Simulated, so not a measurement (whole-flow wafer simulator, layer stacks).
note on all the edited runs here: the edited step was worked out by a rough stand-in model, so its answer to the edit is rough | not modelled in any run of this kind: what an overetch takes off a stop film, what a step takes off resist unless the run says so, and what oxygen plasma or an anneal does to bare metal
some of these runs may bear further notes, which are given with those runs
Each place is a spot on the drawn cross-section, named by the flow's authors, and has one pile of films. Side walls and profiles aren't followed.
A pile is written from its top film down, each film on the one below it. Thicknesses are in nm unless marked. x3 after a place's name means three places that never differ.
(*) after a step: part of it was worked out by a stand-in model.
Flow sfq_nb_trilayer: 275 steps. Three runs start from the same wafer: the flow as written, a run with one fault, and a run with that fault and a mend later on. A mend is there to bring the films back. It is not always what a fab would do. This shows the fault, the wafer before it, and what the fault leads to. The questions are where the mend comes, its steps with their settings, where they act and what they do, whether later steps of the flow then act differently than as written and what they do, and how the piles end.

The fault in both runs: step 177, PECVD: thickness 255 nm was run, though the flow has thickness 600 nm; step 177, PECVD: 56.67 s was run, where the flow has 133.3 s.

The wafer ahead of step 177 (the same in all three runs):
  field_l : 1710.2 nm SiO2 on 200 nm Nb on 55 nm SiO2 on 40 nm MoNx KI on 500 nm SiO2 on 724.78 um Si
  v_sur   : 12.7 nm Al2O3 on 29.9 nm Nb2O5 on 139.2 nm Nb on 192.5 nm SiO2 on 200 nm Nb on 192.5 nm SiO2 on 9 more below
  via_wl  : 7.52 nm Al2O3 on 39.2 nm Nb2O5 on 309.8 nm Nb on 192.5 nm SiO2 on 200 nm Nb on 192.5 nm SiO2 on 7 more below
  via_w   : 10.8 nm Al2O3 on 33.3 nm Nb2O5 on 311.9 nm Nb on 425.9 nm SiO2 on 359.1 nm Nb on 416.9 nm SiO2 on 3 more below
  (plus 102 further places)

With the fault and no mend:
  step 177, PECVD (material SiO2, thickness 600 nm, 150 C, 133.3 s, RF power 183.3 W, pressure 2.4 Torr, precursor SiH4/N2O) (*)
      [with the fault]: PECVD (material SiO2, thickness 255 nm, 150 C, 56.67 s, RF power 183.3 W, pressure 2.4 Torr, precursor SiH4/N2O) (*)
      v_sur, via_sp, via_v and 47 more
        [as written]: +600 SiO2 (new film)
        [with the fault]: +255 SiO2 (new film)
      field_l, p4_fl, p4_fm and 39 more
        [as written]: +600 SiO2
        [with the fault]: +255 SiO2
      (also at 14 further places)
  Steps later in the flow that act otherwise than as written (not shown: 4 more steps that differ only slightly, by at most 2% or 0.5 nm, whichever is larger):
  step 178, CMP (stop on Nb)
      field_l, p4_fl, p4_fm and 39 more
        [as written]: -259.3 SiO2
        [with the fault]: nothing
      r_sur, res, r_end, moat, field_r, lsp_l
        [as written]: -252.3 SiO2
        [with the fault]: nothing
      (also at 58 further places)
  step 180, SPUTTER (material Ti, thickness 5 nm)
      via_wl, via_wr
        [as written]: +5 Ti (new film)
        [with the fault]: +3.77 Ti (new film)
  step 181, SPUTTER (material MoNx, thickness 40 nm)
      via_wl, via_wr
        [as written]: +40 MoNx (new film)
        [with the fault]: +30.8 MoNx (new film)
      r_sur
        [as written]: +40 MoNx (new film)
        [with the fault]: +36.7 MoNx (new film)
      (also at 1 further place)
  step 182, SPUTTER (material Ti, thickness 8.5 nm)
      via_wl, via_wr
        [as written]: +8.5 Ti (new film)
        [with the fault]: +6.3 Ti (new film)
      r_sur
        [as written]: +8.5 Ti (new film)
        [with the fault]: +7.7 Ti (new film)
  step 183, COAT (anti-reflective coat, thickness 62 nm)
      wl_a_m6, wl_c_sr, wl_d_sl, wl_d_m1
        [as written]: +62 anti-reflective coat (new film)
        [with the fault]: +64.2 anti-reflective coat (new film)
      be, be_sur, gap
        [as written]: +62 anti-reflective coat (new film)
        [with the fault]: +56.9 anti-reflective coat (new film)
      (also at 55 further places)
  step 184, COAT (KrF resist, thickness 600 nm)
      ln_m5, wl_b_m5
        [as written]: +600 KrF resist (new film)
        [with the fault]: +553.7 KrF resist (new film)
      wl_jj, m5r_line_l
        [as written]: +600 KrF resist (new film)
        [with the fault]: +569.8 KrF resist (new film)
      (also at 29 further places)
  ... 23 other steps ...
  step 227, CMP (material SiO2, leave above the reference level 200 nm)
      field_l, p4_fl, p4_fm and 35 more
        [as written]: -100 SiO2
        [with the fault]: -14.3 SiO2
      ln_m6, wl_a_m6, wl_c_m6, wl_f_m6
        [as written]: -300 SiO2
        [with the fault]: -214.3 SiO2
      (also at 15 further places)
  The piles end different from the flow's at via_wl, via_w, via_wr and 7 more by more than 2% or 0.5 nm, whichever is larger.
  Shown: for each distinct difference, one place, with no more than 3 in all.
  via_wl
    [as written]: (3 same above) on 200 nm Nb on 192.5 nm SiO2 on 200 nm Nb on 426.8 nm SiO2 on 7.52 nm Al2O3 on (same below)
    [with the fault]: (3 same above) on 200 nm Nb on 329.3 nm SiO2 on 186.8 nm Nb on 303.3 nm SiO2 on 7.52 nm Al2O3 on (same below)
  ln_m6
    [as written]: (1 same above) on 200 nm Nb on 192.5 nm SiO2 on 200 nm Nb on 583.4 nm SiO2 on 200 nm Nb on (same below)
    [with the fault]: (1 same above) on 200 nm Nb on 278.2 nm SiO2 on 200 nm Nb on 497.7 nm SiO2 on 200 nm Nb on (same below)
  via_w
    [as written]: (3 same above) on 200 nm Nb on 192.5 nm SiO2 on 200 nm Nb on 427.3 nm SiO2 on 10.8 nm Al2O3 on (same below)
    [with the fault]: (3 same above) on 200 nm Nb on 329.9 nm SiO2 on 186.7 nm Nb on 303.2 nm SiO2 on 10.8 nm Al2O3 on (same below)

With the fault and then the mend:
  The mend follows step 177.
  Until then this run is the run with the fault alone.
  step 177a, PECVD (material SiO2, thickness 345 nm, 150 C, 76.67 s, RF power 183.3 W, pressure 2.4 Torr, precursor SiH4/N2O) (*) (the flow's step 177, run once more with other settings)
      field_l, v_sur, via_sp and 94 more
        +345 SiO2
      r_sur, res, r_end, moat, field_r, lsp_l
        +341.1 SiO2
      via_wl, via_wr
        +328.7 SiO2
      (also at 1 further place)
  Steps later in the flow that act otherwise than as written:
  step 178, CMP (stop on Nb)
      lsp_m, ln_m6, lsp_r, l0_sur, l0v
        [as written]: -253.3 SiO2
        [with the mend]: -259.3 SiO2
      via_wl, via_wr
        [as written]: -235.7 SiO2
        [with the mend]: -206.6 SiO2
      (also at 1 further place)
  By the end, the piles equal the flow's at every place that both follow.
